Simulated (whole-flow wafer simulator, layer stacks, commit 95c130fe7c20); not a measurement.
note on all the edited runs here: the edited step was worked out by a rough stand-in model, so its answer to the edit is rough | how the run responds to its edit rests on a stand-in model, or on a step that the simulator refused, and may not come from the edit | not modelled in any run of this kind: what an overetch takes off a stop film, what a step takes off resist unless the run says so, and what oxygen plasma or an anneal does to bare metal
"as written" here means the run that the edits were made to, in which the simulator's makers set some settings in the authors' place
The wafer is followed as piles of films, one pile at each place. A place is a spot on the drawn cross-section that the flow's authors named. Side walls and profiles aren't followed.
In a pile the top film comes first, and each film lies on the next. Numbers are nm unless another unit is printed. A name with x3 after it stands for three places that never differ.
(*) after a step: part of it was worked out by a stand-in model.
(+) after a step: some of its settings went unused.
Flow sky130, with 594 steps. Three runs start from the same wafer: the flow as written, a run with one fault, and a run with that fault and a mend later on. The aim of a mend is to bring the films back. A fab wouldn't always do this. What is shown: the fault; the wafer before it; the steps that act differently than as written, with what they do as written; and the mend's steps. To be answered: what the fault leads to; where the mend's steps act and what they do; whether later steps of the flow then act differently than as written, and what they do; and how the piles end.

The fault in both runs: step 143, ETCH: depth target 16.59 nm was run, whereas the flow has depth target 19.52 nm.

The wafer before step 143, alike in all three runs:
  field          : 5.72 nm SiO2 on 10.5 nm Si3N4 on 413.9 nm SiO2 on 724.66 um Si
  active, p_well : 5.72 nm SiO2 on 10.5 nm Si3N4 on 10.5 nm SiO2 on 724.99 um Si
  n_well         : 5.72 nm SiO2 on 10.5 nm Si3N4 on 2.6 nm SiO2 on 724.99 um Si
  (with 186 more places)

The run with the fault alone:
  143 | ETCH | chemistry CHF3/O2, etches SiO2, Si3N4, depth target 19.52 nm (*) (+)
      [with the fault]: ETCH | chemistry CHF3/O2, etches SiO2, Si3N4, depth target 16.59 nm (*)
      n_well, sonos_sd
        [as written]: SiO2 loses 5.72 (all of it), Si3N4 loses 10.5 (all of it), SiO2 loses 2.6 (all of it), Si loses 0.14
        [with the fault]: SiO2 loses 5.72 (all of it), Si3N4 loses 10.5 (all of it), SiO2 loses 0.37
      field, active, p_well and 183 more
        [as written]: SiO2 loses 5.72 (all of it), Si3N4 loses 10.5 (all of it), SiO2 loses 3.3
        [with the fault]: SiO2 loses 5.72 (all of it), Si3N4 loses 10.5 (all of it), SiO2 loses 0.37
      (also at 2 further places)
  Steps further on in the flow that do not act as written (73 other steps are not shown; they differ only slightly, by no more than 2% or 0.5 nm, whichever is larger):
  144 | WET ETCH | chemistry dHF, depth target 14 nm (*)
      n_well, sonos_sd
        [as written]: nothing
        [with the fault]: SiO2 loses 2.23 (all of it)
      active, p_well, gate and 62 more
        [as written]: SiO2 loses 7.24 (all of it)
        [with the fault]: SiO2 loses 10.2 (all of it)
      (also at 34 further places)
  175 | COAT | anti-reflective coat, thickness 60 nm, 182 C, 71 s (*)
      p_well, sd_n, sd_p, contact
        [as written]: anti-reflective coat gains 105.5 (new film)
        [with the fault]: anti-reflective coat gains 108.2 (new film)
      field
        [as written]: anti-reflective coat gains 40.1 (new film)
        [with the fault]: anti-reflective coat gains 39.1 (new film)
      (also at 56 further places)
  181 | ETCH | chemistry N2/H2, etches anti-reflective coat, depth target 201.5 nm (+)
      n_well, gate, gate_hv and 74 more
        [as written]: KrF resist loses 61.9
        [with the fault]: KrF resist loses 63.7
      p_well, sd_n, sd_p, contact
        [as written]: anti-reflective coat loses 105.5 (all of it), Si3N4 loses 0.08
        [with the fault]: anti-reflective coat loses 108.2 (all of it), Si3N4 loses 0.08
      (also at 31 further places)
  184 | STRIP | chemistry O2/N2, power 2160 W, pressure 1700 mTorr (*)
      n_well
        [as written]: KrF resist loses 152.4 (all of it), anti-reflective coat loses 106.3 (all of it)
        [with the fault]: KrF resist loses 149.8 (all of it), anti-reflective coat loses 108.9 (all of it)
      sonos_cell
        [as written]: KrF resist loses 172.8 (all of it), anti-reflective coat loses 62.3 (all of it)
        [with the fault]: KrF resist loses 171.2 (all of it), anti-reflective coat loses 63.7 (all of it)
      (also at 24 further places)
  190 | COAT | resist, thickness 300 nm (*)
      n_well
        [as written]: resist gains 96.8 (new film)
        [with the fault]: resist gains 99.5 (new film)
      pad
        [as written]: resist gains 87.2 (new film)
        [with the fault]: resist gains 90 (new film)
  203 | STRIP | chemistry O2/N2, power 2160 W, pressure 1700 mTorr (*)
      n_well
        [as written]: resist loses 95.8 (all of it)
        [with the fault]: resist loses 98.4 (all of it)
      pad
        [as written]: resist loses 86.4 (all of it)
        [with the fault]: resist loses 89.1 (all of it)
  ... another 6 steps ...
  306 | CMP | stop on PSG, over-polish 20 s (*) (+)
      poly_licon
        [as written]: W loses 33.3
        [with the fault]: W loses 36.3
  The piles end only slightly different from the flow's at the places that both follow, by no more than 2% or 0.5 nm, whichever is larger.

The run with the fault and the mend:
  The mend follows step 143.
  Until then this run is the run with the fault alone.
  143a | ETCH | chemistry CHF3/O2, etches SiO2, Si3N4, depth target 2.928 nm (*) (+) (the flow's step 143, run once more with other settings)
      field, active, p_well and 183 more
        SiO2 loses 2.93
      n_well, sonos_sd
        SiO2 loses 2.23 (all of it), Si loses 0.14
      sonos_cell, sonos_cell_x
        resist loses 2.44
  Later steps of the flow that are run all act as written at every place that is followed, up to a difference of at most 2% or 0.5 nm, whichever is larger.
  At every place that both follow, the piles at the end match the flow's.
